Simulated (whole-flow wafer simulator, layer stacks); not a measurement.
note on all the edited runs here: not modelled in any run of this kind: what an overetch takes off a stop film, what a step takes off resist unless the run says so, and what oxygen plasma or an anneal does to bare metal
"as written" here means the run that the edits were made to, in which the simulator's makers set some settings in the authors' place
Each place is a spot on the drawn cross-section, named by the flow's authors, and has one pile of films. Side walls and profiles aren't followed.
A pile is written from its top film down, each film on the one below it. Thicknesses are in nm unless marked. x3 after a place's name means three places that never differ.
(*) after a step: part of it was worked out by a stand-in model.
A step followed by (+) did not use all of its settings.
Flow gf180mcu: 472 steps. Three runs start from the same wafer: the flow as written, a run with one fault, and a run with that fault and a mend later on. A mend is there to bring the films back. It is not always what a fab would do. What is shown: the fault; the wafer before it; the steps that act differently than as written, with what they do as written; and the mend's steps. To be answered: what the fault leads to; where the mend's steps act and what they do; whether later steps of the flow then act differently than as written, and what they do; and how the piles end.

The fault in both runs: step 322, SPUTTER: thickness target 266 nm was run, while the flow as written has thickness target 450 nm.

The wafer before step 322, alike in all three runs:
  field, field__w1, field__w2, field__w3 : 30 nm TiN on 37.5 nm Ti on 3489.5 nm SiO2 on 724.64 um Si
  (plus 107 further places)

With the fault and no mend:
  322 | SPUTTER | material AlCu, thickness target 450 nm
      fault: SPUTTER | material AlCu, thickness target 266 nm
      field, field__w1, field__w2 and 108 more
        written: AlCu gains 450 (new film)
        fault: AlCu gains 266 (new film)
  Steps further on in the flow that do not act as written:
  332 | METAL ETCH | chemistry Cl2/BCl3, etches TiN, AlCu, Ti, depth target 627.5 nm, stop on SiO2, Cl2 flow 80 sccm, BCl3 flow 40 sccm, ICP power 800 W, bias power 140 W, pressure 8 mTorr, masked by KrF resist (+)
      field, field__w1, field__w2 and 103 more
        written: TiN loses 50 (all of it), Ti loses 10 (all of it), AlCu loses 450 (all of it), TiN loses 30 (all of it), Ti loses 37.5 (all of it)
        fault: TiN loses 50 (all of it), Ti loses 10 (all of it), AlCu loses 266 (all of it), TiN loses 30 (all of it), Ti loses 37.5 (all of it)
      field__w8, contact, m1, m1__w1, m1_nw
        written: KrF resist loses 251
        fault: KrF resist loses 236.1
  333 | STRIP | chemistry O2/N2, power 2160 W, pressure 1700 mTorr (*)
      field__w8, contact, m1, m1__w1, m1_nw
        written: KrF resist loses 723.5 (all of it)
        fault: KrF resist loses 738.4 (all of it)
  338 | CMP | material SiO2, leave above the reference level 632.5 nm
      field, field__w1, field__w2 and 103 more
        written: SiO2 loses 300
        fault: SiO2 loses 484
  By the end, the piles at field, field__w1, field__w2 and 109 more depart from the flow's by more than 2% or 0.5 nm, whichever is larger.
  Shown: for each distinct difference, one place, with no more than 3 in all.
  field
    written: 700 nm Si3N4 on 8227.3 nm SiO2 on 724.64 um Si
    fault: 700 nm Si3N4 on 8043.3 nm SiO2 on 724.64 um Si
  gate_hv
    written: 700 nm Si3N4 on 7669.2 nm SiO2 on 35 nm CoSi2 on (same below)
    fault: 700 nm Si3N4 on 7485.2 nm SiO2 on 35 nm CoSi2 on (same below)
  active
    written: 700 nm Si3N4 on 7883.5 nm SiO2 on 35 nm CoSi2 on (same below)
    fault: 700 nm Si3N4 on 7699.5 nm SiO2 on 35 nm CoSi2 on (same below)

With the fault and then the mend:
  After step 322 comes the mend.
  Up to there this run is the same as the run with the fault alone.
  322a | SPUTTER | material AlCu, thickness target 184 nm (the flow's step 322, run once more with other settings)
      field, field__w1, field__w2 and 108 more
        AlCu gains 184
  Every later step of the flow that is run acts as written at every place that is followed.
  At every place that both follow, the piles at the end match the flow's.
